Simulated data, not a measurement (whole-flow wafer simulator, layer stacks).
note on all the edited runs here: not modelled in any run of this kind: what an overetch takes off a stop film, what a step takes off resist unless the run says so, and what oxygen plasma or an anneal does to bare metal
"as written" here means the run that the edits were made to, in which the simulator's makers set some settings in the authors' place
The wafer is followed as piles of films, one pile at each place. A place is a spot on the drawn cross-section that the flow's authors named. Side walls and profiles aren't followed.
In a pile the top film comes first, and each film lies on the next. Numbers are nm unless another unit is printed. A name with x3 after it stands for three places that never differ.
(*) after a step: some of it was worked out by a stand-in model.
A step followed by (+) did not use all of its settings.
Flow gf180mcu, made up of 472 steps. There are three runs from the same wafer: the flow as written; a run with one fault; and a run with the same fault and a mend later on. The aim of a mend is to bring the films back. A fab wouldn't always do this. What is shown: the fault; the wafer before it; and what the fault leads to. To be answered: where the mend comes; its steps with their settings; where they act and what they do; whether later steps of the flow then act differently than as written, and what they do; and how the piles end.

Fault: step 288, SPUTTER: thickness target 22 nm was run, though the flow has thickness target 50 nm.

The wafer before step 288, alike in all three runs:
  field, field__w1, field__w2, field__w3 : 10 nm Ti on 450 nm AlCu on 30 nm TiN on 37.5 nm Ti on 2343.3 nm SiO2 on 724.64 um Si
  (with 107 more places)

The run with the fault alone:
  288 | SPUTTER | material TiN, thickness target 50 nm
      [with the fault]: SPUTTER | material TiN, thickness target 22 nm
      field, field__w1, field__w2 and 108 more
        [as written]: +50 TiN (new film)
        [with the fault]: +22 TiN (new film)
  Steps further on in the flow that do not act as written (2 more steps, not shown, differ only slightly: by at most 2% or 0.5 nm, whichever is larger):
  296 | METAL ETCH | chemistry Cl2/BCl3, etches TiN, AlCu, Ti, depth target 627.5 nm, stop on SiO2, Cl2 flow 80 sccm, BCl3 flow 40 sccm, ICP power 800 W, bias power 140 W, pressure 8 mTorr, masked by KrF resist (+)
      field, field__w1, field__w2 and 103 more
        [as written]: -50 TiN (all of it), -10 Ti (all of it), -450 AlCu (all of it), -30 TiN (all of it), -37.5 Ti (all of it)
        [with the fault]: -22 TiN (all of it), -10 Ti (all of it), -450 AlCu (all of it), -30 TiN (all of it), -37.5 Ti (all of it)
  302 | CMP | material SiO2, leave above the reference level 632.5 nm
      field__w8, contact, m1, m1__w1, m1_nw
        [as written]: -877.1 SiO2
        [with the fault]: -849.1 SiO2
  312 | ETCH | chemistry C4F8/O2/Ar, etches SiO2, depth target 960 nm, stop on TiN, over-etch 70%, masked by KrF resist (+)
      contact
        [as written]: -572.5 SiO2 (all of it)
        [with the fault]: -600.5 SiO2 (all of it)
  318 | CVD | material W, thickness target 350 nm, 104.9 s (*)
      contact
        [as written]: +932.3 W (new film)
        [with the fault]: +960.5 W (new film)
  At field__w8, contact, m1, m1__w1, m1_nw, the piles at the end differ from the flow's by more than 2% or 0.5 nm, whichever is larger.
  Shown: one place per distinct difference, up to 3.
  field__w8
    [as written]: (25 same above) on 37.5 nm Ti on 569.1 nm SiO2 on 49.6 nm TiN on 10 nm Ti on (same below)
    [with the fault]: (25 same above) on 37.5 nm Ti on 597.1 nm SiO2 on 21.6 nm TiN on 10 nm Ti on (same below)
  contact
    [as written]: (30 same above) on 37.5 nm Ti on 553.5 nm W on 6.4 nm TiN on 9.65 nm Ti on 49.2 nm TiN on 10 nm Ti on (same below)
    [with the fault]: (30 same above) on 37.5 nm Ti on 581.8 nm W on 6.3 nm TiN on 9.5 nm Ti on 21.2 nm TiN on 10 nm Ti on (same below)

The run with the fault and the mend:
  The mend follows step 288.
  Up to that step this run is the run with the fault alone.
  288a | SPUTTER | material TiN, thickness target 28 nm (a further turn of the flow's step 288, with different settings)
      field, field__w1, field__w2 and 108 more
        +28 TiN
  None of the later steps of the flow acts differently than as written at any place that is followed.
  By the end, the piles equal the flow's at every place that both follow.
